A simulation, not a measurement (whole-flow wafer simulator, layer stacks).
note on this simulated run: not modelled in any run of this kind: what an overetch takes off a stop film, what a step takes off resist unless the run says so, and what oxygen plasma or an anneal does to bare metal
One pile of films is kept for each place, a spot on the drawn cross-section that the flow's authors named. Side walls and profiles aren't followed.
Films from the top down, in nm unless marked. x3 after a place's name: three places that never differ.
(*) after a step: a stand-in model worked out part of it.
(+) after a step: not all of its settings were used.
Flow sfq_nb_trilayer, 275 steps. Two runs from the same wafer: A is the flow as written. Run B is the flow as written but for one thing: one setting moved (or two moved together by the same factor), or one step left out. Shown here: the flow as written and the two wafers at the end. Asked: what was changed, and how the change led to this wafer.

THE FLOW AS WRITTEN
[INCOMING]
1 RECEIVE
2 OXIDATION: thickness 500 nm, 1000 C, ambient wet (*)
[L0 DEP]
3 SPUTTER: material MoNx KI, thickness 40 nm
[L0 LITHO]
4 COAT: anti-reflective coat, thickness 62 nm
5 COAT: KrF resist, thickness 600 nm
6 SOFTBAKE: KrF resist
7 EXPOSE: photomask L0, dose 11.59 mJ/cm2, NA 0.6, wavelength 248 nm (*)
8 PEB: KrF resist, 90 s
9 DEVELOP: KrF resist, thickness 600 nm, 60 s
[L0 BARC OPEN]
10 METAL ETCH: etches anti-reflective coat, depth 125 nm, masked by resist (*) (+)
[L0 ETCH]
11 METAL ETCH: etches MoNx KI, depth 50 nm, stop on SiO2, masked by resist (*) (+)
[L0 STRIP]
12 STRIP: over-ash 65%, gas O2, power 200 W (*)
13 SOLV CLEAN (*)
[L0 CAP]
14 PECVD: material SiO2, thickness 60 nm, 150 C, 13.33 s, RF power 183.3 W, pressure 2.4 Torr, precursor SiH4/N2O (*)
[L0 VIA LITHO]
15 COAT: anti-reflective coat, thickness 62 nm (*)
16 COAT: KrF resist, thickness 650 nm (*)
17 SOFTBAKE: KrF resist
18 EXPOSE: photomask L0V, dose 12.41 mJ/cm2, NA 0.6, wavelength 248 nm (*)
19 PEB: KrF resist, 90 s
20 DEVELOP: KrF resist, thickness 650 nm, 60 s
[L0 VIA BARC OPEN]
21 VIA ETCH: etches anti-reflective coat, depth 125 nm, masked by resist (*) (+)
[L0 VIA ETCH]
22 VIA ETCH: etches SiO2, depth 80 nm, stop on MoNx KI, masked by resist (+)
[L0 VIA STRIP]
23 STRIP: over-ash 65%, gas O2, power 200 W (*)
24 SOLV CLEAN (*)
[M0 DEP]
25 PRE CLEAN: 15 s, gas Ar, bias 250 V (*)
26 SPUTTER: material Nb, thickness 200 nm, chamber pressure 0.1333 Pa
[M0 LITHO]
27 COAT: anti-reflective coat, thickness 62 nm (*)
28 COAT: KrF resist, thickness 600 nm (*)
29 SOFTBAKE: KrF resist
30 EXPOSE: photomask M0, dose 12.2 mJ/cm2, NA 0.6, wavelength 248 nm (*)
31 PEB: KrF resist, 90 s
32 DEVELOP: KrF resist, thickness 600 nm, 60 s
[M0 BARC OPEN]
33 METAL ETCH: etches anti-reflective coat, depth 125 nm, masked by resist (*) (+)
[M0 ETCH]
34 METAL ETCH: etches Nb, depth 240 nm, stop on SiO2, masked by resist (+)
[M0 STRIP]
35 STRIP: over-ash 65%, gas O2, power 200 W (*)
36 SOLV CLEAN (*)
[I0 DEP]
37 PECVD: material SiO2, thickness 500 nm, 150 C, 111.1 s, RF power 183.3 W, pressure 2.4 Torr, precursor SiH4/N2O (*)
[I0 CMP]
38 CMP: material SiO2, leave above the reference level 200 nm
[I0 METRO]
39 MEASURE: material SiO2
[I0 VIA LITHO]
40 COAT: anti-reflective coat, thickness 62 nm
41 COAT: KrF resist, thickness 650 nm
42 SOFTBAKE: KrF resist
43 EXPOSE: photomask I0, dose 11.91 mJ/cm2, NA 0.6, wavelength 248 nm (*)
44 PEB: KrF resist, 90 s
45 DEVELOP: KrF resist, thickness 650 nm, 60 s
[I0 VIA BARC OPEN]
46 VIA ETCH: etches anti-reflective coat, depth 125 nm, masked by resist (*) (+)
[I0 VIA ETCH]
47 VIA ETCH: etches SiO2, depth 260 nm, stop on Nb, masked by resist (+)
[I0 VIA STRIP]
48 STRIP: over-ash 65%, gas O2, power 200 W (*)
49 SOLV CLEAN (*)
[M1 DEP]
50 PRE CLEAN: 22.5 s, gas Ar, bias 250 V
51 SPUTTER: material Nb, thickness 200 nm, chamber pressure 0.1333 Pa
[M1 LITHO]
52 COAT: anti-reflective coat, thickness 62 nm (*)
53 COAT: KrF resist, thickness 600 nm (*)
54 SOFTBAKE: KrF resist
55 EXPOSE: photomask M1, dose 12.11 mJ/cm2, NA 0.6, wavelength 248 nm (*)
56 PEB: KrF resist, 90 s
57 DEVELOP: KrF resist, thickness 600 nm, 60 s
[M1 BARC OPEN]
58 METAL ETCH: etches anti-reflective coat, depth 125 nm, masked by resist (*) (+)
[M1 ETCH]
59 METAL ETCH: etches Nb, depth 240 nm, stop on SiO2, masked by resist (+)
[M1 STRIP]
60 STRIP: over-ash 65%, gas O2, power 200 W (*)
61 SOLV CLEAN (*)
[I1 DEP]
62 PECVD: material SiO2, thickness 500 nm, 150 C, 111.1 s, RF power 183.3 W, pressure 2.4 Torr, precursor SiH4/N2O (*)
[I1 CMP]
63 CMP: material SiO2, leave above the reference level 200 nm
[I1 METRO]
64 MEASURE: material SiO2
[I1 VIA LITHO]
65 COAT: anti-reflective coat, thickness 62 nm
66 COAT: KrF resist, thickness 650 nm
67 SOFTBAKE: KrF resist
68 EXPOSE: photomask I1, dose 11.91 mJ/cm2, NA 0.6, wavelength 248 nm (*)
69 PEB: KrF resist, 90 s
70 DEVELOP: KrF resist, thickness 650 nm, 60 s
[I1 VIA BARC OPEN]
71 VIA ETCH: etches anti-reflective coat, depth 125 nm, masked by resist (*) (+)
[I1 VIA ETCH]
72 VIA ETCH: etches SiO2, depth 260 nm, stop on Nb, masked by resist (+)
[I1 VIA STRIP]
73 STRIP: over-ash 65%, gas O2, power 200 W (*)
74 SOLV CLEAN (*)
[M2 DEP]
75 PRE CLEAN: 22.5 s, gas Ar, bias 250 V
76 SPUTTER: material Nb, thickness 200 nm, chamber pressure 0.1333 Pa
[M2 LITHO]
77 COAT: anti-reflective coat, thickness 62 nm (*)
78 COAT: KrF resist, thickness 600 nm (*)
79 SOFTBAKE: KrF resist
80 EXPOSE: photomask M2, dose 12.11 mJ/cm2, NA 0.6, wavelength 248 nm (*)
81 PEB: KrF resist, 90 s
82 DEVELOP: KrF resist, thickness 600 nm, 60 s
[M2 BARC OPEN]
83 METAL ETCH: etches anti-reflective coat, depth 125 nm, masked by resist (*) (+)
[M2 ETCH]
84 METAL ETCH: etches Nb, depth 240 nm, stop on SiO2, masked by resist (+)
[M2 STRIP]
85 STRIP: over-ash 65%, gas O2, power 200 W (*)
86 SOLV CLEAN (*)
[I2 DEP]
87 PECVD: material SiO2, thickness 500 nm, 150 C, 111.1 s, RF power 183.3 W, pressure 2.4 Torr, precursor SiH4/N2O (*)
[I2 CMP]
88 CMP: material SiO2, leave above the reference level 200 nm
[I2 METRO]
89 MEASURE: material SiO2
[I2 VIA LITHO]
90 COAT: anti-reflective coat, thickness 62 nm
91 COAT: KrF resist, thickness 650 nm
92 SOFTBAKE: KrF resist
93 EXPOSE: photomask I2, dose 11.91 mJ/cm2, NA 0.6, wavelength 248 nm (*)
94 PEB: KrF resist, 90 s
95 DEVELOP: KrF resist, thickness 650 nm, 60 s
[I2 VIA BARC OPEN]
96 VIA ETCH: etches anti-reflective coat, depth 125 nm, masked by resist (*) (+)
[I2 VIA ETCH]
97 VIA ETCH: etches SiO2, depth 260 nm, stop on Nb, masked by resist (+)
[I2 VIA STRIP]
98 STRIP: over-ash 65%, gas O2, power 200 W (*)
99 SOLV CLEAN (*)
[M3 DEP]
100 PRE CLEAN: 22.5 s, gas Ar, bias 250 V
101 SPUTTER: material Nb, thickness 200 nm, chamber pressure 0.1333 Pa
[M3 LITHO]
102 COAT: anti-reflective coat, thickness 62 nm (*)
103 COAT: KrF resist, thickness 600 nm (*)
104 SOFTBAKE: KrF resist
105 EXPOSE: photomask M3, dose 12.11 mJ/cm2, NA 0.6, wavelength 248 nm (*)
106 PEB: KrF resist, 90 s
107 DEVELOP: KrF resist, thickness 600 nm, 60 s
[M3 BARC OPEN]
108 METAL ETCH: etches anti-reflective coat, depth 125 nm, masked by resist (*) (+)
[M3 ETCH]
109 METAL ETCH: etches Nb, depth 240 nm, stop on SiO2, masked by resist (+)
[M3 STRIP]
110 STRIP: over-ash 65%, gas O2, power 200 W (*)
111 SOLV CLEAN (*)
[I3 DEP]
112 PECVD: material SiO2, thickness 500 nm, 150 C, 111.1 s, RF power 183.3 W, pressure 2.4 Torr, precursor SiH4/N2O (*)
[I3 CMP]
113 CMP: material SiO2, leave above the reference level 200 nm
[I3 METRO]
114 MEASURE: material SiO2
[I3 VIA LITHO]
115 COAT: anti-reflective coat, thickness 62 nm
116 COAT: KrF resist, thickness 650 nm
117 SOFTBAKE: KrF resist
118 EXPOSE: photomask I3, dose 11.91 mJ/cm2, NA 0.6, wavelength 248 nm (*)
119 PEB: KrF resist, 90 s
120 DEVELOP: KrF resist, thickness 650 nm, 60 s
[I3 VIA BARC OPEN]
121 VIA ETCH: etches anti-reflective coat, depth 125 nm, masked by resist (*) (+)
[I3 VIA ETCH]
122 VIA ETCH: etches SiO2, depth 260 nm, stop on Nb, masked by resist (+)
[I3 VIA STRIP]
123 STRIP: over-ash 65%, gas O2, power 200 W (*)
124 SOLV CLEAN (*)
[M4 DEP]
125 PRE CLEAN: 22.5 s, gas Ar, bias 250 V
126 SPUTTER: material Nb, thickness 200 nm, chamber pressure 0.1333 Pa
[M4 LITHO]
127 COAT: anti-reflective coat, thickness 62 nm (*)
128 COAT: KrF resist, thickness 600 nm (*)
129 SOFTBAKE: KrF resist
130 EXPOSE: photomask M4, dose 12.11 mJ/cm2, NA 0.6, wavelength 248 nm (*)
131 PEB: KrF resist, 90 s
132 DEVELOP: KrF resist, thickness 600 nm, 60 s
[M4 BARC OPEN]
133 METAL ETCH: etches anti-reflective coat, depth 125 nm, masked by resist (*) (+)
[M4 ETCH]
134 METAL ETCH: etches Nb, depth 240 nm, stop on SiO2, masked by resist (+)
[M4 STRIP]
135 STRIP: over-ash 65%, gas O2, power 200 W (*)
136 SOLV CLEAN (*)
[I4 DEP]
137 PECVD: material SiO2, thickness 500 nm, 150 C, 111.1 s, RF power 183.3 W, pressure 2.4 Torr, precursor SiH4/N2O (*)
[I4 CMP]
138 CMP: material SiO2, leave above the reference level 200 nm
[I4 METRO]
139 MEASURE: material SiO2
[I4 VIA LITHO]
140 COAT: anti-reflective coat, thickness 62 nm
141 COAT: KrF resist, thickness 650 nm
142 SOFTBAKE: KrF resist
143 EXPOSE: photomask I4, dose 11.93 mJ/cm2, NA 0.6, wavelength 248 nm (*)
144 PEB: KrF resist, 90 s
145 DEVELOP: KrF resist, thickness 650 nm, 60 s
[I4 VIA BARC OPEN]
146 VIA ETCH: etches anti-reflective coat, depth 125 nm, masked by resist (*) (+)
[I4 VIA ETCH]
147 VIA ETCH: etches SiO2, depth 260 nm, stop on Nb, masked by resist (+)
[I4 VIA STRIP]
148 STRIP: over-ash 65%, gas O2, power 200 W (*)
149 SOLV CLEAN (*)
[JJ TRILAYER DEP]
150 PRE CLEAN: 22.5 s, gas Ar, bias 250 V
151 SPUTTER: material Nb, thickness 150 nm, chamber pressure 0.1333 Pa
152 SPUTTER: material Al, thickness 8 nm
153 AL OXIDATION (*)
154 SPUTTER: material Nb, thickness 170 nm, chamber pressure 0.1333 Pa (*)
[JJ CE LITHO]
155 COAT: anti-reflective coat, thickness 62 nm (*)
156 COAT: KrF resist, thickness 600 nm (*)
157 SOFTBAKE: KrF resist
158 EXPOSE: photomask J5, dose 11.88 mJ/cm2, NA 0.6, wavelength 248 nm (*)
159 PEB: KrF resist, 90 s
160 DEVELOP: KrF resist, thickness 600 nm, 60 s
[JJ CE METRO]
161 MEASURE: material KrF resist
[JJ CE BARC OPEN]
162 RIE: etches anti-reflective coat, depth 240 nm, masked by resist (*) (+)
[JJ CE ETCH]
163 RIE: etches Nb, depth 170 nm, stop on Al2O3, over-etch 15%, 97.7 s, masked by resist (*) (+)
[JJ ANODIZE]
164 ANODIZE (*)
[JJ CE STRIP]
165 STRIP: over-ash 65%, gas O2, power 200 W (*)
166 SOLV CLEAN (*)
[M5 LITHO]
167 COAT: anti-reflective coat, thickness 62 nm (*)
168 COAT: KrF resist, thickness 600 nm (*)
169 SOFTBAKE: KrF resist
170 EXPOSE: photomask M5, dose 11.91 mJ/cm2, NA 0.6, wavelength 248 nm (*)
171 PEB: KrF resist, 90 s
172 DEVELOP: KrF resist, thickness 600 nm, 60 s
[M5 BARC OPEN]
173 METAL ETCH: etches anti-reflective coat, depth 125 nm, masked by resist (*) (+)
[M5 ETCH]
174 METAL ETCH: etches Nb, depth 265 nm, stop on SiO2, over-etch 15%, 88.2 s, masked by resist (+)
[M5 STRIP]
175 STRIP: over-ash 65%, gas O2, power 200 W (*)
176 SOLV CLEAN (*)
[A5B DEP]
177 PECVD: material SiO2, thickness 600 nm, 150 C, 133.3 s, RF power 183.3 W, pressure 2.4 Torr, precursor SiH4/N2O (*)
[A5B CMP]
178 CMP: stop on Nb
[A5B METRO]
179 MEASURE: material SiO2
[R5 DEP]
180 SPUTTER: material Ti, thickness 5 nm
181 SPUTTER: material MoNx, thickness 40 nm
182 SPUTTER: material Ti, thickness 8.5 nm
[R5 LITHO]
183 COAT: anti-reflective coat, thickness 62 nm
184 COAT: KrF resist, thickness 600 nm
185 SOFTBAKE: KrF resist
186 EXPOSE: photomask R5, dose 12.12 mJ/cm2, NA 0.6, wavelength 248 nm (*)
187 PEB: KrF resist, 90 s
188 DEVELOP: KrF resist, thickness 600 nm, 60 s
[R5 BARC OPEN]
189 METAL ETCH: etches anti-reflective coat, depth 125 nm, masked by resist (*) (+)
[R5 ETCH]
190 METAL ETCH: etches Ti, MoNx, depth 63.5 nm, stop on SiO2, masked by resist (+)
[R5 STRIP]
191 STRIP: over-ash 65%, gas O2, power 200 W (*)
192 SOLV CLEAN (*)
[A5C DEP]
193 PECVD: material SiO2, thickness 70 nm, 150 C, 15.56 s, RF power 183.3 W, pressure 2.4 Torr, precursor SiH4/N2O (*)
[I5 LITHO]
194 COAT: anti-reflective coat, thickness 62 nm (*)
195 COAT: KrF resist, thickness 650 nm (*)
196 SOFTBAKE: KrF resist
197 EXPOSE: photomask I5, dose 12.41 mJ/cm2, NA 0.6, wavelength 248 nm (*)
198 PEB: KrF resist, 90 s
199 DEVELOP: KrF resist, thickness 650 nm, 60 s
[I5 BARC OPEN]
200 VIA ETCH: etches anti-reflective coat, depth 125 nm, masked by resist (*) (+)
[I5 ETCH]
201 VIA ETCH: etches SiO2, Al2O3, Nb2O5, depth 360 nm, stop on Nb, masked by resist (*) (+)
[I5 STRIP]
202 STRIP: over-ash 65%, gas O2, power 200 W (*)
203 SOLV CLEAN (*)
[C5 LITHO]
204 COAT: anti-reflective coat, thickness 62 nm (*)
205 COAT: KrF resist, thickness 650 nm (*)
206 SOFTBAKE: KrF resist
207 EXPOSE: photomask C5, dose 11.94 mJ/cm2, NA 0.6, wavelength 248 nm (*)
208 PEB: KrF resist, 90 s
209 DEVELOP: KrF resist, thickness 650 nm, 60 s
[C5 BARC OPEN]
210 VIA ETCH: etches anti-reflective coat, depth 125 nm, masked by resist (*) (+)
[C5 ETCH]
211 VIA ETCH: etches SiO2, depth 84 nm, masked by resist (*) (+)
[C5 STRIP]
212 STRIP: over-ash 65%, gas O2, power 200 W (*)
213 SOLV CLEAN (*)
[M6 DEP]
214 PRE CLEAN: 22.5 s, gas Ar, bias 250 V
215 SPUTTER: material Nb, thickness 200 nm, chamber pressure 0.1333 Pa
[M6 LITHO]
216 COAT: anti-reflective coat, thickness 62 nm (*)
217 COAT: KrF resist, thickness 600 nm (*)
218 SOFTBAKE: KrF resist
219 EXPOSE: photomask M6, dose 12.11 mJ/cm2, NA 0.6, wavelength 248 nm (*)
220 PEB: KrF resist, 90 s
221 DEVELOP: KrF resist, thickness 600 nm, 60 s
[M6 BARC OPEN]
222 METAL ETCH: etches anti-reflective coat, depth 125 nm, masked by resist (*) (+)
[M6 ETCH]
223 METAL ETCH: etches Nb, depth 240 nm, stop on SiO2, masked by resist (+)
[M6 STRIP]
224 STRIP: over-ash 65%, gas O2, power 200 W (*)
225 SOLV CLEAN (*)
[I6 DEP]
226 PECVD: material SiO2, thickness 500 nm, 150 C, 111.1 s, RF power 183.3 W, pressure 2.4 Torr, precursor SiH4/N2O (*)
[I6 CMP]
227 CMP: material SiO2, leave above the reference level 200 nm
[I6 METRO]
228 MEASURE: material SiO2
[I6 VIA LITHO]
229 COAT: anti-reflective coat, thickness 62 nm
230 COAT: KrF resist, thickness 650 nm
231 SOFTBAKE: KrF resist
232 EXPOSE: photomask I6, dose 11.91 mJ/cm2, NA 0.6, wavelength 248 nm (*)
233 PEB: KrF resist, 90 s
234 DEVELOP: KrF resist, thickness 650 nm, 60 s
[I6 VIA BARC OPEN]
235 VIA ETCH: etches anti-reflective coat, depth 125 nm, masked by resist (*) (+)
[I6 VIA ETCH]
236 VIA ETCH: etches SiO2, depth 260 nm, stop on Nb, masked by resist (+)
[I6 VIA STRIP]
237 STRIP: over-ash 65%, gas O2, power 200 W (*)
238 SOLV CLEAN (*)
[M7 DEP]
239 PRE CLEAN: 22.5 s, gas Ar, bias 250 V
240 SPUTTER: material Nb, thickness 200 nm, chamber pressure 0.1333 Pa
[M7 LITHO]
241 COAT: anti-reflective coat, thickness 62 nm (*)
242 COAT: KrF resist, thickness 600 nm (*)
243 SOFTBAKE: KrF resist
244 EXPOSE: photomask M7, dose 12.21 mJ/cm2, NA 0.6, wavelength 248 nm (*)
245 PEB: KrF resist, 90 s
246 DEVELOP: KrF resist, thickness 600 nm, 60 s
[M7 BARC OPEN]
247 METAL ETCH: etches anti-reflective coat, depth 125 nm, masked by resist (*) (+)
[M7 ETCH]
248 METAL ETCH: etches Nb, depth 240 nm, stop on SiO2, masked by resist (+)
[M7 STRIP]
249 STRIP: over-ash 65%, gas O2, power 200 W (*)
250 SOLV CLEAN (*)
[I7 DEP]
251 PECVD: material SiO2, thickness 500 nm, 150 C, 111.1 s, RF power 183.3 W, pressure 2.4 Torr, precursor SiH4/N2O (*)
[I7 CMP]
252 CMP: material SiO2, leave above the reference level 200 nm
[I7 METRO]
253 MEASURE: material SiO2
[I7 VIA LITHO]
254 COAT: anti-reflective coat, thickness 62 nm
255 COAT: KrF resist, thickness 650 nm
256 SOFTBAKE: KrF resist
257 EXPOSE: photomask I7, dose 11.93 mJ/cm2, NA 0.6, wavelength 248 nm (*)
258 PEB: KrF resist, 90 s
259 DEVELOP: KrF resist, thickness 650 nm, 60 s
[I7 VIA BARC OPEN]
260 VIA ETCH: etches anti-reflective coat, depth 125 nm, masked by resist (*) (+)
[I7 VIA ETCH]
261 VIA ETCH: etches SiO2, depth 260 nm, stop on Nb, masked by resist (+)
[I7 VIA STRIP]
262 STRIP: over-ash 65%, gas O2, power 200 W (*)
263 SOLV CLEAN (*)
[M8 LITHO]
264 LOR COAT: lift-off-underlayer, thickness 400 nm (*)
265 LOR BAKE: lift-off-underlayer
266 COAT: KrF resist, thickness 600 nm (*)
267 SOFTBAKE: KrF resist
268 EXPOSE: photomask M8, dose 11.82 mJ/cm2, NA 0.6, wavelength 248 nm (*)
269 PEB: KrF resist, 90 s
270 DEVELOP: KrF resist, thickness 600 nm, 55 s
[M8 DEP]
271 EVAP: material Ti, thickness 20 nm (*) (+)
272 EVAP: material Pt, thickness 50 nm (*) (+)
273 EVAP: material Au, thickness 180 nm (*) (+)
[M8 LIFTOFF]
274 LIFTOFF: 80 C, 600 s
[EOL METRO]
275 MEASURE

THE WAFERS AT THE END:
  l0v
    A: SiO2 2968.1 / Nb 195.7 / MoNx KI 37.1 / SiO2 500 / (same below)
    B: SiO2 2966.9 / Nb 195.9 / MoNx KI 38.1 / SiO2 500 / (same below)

The cause: step 22, VIA ETCH: depth 57.83 nm was run, where the flow has depth 80 nm.

How the change led to this, step by step:
  22 VIA ETCH: etches SiO2, depth 80 nm, stop on MoNx KI, masked by resist (+)
      l0v: A SiO2 -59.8 (all of it) | B SiO2 -57.8
      field_l, v_sur, via_wl and 102 more: A KrF resist -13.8 | B KrF resist -9.97
  25 PRE CLEAN: 15 s, gas Ar, bias 250 V (*)
      l0v: A MoNx KI -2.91 | B SiO2 -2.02 (all of it), MoNx KI -1.86
